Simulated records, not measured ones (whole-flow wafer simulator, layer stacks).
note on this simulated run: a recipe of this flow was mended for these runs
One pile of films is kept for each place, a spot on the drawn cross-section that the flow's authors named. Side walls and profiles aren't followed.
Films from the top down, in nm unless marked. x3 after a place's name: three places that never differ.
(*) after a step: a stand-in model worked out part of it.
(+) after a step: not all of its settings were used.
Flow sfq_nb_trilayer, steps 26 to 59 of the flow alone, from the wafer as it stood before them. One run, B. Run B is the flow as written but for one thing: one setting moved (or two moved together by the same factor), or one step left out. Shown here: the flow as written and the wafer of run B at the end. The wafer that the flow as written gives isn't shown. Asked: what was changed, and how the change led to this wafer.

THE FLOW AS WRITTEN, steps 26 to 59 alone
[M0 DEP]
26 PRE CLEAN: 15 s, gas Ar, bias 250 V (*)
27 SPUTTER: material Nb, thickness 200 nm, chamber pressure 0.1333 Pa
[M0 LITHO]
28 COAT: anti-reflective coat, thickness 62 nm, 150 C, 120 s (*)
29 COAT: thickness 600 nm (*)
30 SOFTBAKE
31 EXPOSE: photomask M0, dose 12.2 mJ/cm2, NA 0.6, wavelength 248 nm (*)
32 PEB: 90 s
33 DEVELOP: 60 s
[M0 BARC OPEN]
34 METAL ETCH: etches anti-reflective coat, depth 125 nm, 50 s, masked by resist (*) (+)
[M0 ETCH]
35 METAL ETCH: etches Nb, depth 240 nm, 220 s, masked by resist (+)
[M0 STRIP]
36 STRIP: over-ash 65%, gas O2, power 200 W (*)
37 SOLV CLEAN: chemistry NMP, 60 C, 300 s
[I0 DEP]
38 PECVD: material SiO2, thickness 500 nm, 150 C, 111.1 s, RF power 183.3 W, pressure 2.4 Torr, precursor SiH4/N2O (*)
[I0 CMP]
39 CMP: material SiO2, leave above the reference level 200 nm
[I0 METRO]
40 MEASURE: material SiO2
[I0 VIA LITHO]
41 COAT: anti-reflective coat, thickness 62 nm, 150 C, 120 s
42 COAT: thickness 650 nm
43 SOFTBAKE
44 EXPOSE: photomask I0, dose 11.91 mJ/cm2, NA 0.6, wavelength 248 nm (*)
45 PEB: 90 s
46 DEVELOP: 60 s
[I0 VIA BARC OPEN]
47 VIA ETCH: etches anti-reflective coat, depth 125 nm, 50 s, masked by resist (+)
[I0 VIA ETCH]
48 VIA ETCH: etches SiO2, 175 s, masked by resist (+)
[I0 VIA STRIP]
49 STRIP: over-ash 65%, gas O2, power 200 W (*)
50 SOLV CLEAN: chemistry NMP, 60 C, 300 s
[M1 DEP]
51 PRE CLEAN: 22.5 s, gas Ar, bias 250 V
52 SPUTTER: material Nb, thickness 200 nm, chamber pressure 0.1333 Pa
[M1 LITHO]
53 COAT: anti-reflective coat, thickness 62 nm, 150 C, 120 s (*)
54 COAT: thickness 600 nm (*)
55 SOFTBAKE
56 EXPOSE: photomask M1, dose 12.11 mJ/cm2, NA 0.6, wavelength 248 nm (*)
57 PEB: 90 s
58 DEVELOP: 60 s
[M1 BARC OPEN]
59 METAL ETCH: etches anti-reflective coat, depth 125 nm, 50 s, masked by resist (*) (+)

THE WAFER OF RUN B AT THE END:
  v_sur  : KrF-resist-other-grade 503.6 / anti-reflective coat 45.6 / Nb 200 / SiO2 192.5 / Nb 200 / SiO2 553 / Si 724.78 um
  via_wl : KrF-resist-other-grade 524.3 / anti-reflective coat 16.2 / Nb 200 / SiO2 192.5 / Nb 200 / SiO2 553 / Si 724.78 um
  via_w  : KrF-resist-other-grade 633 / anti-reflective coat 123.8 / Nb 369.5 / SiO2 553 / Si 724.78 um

The cause: step 48, VIA ETCH: 133 s was run, where the flow has 175 s.

How the change led to this, step by step:
  48 VIA ETCH: etches SiO2, 175 s, masked by resist (+)
      via_w: SiO2 -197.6 (as written it would be: SiO2 -199.7 (all of it), Nb -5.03)
      field_l, v_sur, via_wl and 102 more: KrF-resist-other-grade -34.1 (as written it would be: KrF-resist-other-grade -44.8)
  49 STRIP: over-ash 65%, gas O2, power 200 W (*)
      field_l, v_sur, via_wl and 102 more: KrF-resist-other-grade -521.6 (all of it), anti-reflective coat -62 (all of it) (as written it would be: KrF-resist-other-grade -510.8 (all of it), anti-reflective coat -62 (all of it))
  51 PRE CLEAN: 22.5 s, gas Ar, bias 250 V
      via_w: SiO2 -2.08 (all of it), Nb -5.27 (as written it would be: Nb -6.45)
